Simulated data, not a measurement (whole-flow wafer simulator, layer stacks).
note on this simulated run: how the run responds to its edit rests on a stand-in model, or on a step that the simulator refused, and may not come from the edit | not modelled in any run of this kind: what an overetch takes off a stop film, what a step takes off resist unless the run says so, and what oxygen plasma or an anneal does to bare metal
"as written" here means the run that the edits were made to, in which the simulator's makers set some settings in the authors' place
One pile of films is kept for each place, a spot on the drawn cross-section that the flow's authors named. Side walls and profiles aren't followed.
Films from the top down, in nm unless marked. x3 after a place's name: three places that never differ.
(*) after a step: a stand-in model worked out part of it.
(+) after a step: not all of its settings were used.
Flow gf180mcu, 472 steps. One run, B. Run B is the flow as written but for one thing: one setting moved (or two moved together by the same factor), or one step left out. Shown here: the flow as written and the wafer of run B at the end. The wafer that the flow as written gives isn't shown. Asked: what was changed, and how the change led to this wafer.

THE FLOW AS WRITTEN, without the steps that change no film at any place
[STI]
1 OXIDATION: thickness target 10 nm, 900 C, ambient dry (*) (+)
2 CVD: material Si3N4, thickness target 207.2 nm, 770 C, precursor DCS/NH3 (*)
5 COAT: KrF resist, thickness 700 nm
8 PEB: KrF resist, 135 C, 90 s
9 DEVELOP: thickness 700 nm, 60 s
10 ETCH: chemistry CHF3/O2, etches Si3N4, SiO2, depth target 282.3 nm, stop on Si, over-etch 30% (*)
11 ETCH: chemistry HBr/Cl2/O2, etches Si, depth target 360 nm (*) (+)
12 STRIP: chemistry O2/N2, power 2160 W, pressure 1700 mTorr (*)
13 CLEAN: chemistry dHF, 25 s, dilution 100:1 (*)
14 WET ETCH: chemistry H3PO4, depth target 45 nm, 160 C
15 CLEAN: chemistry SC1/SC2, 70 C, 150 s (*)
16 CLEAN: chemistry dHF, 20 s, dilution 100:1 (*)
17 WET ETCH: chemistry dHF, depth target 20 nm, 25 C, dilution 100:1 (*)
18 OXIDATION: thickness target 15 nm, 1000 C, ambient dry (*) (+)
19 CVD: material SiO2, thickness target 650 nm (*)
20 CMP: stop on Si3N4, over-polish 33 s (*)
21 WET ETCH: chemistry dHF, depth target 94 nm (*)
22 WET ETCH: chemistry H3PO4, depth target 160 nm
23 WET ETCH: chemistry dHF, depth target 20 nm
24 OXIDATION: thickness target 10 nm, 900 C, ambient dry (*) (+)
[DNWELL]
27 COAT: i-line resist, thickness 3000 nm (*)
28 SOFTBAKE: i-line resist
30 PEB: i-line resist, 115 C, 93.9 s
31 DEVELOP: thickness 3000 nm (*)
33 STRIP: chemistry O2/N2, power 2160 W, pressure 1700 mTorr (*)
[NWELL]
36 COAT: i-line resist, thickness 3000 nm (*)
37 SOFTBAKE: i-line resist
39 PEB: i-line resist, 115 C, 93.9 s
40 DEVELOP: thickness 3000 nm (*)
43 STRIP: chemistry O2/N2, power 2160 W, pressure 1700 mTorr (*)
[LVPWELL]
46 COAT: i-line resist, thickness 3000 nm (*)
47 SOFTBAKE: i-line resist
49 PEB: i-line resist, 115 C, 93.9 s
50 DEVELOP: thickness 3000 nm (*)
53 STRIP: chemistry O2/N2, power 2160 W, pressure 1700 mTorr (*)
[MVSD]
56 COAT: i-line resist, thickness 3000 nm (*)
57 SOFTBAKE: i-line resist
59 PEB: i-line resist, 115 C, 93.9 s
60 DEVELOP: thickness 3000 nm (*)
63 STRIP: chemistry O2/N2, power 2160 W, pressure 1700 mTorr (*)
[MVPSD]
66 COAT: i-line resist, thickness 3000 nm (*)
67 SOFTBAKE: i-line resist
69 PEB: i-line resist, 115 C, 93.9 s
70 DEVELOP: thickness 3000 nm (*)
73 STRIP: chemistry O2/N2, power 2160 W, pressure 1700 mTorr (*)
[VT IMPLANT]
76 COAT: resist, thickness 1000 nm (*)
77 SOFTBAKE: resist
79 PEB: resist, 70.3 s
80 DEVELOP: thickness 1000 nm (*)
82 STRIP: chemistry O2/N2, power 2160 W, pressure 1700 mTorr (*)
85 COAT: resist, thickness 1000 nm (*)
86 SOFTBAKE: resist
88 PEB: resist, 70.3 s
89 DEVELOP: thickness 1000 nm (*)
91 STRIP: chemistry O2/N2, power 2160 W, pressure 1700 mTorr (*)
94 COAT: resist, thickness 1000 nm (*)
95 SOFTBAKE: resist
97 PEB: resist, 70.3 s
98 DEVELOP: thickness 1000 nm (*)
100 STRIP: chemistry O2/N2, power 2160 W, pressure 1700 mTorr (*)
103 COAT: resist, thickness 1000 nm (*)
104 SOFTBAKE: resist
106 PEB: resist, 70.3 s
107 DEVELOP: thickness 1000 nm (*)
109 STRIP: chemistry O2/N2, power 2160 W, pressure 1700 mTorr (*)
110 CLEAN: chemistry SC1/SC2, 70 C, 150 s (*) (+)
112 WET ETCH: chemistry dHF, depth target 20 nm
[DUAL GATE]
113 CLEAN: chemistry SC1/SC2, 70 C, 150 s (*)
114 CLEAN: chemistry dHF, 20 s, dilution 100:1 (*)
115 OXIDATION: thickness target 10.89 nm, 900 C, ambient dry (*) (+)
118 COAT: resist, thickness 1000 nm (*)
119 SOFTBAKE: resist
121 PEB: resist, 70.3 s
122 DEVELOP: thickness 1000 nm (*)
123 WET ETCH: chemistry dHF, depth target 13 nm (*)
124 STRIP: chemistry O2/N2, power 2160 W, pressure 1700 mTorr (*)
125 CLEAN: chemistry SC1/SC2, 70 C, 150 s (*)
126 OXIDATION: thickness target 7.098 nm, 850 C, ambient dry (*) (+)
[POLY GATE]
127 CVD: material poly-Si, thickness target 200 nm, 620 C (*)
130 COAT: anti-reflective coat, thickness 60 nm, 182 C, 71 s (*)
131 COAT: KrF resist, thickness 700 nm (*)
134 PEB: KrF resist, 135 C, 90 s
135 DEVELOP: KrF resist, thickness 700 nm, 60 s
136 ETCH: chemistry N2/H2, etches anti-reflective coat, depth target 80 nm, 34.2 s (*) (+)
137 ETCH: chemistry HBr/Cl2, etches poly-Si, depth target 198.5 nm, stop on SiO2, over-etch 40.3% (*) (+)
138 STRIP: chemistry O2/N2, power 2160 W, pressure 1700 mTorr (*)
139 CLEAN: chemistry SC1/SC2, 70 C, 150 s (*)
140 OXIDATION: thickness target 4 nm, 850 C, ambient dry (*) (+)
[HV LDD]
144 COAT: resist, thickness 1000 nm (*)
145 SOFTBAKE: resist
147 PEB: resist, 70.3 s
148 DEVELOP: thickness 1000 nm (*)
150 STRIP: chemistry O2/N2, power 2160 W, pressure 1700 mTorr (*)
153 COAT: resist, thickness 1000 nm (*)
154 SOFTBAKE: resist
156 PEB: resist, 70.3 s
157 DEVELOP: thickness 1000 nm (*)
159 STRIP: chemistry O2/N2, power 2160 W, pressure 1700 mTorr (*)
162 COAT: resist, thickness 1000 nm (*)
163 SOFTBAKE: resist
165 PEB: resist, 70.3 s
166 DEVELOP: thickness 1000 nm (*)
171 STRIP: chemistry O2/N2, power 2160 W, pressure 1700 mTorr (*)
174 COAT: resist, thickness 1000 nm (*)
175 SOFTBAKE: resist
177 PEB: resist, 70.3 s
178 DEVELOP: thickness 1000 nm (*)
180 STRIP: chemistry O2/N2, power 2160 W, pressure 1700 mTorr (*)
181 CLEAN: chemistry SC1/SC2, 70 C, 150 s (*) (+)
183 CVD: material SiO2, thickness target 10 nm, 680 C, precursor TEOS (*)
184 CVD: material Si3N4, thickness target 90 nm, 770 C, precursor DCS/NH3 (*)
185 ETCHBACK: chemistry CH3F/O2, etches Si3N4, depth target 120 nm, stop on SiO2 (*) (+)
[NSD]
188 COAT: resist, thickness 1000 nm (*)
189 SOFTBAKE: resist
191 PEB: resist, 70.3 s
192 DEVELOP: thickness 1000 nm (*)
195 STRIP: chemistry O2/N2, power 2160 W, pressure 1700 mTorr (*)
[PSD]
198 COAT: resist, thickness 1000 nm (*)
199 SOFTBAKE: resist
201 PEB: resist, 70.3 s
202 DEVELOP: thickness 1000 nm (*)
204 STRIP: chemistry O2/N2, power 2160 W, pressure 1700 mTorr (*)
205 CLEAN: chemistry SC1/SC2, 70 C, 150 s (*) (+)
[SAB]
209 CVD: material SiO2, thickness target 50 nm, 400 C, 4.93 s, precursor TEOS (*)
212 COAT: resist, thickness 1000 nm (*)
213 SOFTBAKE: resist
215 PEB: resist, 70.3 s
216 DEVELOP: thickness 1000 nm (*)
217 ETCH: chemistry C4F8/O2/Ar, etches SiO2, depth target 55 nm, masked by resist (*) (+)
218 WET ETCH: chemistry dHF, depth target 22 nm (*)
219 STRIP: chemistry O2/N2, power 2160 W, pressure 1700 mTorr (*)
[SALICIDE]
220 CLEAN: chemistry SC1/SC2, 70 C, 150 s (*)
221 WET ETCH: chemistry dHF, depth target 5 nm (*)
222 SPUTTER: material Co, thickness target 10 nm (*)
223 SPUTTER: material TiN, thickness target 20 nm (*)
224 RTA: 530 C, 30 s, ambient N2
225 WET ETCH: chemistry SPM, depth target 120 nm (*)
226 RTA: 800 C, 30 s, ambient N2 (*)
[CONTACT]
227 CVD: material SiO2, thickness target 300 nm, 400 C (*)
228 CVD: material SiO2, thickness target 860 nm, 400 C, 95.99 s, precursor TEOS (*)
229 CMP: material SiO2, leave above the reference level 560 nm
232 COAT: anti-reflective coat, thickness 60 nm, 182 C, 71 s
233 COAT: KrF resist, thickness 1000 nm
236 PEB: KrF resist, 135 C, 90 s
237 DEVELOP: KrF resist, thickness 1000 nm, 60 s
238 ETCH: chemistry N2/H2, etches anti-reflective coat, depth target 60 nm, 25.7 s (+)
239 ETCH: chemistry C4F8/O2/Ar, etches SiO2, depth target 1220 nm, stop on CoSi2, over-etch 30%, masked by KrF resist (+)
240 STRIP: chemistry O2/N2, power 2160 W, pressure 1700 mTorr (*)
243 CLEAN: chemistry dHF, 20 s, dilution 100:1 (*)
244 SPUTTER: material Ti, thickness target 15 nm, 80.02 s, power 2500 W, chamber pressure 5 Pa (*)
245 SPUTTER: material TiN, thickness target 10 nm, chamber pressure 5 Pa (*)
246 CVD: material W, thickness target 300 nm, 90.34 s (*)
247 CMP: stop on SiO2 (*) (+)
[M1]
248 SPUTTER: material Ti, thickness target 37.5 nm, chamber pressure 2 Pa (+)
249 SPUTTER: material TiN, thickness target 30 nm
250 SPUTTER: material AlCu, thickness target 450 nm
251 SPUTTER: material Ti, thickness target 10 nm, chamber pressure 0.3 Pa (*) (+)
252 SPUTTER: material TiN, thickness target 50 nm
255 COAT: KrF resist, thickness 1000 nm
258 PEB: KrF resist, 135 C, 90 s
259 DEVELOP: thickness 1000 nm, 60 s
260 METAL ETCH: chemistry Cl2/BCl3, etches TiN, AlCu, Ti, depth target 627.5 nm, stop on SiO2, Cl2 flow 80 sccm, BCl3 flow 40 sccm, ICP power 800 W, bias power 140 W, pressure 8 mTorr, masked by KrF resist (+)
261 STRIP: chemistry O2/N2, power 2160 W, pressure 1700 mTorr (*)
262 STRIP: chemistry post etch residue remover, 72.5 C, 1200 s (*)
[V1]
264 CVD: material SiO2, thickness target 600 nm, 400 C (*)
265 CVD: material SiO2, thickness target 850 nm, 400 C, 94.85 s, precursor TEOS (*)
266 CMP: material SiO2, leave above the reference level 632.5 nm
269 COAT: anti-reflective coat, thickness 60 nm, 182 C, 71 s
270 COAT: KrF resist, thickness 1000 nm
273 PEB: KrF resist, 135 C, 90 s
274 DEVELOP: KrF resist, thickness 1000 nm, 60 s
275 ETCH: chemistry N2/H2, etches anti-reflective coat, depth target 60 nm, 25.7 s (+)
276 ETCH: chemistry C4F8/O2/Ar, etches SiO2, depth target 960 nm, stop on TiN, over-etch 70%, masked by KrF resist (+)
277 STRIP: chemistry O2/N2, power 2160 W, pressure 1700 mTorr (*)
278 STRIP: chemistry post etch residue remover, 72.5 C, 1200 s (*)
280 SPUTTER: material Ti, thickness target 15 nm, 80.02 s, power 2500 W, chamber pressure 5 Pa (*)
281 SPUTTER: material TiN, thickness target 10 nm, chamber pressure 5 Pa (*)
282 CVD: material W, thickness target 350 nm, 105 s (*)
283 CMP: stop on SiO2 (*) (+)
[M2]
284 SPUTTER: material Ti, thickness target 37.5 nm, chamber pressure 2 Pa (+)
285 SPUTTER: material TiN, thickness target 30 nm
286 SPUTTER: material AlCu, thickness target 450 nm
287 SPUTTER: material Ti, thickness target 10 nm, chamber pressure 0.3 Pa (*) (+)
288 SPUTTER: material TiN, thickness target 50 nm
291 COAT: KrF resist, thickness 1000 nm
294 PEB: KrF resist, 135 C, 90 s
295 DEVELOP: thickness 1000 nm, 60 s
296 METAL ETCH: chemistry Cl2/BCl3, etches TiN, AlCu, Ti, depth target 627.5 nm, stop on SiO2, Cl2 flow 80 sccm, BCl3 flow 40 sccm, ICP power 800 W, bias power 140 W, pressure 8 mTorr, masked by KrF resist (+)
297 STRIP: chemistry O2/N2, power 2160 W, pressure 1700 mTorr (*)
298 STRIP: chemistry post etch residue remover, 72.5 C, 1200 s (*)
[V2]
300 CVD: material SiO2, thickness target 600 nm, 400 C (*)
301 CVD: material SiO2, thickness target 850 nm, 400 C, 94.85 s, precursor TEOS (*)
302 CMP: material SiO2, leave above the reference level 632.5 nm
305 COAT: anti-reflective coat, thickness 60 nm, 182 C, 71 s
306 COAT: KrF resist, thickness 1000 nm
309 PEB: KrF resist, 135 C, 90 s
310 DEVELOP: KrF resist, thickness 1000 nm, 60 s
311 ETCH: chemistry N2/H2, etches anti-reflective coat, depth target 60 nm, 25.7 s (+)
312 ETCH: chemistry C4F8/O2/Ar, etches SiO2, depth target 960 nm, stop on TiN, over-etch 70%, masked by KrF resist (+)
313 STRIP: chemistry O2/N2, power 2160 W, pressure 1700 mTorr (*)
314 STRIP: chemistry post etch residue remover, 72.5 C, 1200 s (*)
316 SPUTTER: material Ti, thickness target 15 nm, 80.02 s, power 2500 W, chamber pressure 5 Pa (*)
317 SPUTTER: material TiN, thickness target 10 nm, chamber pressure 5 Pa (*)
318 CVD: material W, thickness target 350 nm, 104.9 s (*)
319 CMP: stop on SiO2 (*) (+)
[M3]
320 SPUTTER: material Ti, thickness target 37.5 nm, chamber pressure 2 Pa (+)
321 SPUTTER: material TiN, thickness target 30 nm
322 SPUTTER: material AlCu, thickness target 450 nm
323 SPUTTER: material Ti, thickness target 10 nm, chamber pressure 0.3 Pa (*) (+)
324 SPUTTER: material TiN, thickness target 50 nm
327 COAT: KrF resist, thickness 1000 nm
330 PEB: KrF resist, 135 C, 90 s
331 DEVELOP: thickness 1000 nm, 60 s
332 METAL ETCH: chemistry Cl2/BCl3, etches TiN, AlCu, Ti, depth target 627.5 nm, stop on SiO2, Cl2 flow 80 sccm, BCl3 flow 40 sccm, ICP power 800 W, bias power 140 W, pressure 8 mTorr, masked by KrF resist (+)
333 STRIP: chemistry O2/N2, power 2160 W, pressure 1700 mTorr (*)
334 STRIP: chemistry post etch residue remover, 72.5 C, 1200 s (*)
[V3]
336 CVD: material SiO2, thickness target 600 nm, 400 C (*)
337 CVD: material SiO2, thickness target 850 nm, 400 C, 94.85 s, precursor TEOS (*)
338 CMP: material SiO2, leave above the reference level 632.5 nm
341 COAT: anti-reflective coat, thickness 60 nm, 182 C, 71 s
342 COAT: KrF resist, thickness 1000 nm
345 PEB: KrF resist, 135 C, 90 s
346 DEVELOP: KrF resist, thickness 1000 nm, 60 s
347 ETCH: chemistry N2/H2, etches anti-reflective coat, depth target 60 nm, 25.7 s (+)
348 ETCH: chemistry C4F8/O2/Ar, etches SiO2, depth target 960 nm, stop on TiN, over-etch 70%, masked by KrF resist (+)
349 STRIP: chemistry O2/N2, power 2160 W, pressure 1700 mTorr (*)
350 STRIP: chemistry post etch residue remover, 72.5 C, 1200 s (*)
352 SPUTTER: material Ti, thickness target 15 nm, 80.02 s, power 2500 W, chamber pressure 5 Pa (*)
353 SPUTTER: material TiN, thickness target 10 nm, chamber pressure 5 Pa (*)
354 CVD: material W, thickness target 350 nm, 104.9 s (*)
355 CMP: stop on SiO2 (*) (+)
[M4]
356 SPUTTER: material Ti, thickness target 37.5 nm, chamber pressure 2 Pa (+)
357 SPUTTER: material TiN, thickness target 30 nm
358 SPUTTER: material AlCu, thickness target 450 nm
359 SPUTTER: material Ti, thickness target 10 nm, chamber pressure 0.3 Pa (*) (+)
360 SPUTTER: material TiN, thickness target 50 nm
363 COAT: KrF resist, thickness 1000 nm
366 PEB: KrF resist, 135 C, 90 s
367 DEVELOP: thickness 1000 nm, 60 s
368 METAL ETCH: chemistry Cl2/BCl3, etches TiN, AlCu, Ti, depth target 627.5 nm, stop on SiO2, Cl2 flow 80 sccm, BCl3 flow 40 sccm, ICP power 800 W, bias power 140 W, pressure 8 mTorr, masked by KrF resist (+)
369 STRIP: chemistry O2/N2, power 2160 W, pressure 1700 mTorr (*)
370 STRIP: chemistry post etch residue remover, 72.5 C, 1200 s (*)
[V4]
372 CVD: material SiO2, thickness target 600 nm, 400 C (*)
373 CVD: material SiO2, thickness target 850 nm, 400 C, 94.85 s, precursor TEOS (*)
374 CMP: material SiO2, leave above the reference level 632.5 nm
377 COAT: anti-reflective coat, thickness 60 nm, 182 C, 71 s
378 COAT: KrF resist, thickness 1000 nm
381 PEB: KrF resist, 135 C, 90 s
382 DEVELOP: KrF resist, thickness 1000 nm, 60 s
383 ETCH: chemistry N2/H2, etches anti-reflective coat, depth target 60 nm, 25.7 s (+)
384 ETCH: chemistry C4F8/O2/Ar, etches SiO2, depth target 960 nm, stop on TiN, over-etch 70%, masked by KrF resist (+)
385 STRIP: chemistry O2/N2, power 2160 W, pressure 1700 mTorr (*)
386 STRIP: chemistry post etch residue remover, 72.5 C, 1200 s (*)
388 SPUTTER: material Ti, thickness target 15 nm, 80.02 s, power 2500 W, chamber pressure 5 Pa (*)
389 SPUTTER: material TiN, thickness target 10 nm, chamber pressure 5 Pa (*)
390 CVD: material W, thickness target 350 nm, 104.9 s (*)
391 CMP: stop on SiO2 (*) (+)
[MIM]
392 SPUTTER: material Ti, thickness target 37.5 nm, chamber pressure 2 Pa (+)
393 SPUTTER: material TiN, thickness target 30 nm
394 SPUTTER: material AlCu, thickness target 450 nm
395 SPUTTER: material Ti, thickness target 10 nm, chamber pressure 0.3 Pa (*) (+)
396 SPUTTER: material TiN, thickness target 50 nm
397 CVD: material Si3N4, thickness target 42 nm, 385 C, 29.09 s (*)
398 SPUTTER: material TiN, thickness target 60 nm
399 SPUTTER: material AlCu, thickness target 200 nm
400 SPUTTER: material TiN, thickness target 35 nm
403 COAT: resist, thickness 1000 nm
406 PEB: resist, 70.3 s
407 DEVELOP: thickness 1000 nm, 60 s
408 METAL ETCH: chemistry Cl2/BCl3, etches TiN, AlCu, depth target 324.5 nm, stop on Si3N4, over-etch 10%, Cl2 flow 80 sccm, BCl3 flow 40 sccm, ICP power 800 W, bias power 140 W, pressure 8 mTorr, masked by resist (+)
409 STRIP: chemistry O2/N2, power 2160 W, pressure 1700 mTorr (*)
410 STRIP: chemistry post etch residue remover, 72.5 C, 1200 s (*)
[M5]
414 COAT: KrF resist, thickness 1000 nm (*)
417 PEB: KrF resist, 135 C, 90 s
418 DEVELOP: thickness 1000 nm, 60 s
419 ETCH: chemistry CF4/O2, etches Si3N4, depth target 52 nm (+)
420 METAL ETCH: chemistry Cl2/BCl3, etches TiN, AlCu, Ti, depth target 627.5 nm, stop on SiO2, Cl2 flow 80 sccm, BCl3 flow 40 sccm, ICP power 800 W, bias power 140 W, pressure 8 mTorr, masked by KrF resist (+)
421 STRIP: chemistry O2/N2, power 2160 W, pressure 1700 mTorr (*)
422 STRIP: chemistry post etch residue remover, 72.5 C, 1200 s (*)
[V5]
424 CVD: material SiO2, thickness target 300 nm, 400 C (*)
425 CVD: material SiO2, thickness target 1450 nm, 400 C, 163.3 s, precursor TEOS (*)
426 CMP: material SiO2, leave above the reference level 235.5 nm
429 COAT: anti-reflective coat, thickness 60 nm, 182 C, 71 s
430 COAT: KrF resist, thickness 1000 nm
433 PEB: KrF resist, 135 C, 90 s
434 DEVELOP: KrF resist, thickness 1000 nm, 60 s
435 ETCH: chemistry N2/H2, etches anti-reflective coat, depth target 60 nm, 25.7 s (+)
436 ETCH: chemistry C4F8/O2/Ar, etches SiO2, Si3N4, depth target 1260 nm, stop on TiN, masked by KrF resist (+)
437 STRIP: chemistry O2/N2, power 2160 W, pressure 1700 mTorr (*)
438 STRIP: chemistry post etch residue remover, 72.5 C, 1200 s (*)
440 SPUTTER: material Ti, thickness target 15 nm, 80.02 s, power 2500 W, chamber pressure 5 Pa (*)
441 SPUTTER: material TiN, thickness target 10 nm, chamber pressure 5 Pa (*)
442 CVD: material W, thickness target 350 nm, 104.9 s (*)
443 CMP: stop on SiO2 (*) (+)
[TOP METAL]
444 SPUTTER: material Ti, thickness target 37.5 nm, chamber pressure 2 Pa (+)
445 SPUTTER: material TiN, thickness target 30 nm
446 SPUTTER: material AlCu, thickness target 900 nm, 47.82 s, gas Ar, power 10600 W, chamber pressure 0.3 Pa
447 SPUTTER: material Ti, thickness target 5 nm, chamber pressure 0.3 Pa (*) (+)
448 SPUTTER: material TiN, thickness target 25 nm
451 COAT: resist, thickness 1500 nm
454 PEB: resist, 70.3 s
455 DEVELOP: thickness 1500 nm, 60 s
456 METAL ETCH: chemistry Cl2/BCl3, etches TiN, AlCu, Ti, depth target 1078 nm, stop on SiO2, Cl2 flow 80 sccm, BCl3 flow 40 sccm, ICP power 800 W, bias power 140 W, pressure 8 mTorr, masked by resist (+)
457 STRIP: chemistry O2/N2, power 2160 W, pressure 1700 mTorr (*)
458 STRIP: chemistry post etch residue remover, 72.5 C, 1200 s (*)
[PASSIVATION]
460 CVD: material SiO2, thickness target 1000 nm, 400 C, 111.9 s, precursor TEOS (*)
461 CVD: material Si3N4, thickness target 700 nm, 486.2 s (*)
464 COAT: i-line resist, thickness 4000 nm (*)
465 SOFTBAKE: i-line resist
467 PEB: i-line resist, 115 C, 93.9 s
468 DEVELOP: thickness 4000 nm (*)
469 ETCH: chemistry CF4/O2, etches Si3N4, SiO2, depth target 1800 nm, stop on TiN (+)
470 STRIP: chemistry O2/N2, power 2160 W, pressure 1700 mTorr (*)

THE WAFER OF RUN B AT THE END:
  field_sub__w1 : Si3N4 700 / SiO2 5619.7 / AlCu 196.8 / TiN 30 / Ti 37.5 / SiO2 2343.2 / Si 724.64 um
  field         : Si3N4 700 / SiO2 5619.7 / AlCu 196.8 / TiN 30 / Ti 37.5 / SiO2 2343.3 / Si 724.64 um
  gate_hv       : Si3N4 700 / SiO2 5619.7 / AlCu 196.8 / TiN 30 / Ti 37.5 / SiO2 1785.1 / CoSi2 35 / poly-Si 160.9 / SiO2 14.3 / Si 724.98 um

The cause: step 296, METAL ETCH: depth target 307.5 nm was run, where the flow has depth target 627.5 nm.

How the change led to this, step by step:
  296 METAL ETCH: chemistry Cl2/BCl3, etches TiN, AlCu, Ti, depth target 627.5 nm, stop on SiO2, Cl2 flow 80 sccm, BCl3 flow 40 sccm, ICP power 800 W, bias power 140 W, pressure 8 mTorr, masked by KrF resist (+)
      field, field__w1, field__w2 and 103 more: TiN -50 (all of it), Ti -10 (all of it), AlCu -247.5 (as written it would be: TiN -50 (all of it), Ti -10 (all of it), AlCu -450 (all of it), TiN -30 (all of it), Ti -37.5 (all of it))
      field__w8, contact, m1, m1__w1, m1_nw: KrF resist -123 (as written it would be: KrF resist -251)
  297 STRIP: chemistry O2/N2, power 2160 W, pressure 1700 mTorr (*)
      field__w8, contact, m1, m1__w1, m1_nw: KrF resist -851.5 (all of it) (as written it would be: KrF resist -723.5 (all of it))
  298 STRIP: chemistry post etch residue remover, 72.5 C, 1200 s (*)
      field, field__w1, field__w2 and 103 more: AlCu -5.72 (as written it would be: nothing)
  300 CVD: material SiO2, thickness target 600 nm, 400 C (*)
      field, field__w1, field__w2 and 103 more: SiO2 +600 (new film) (as written it would be: SiO2 +600)
  302 CMP: material SiO2, leave above the reference level 632.5 nm
      field, field__w1, field__w2 and 103 more: SiO2 -564.3 (as written it would be: SiO2 -300)
Counting metal films that touch as one body, field_sub__w1 has 1 body; the flow as written gives 0 bodies.
Counting metal films that touch as one body, field has 1 body; the flow as written gives 0 bodies.
Counting metal films that touch as one body, gate_hv has 2 bodies (between them, from the top down: SiO2 1785.1); the flow as written gives 1 body.
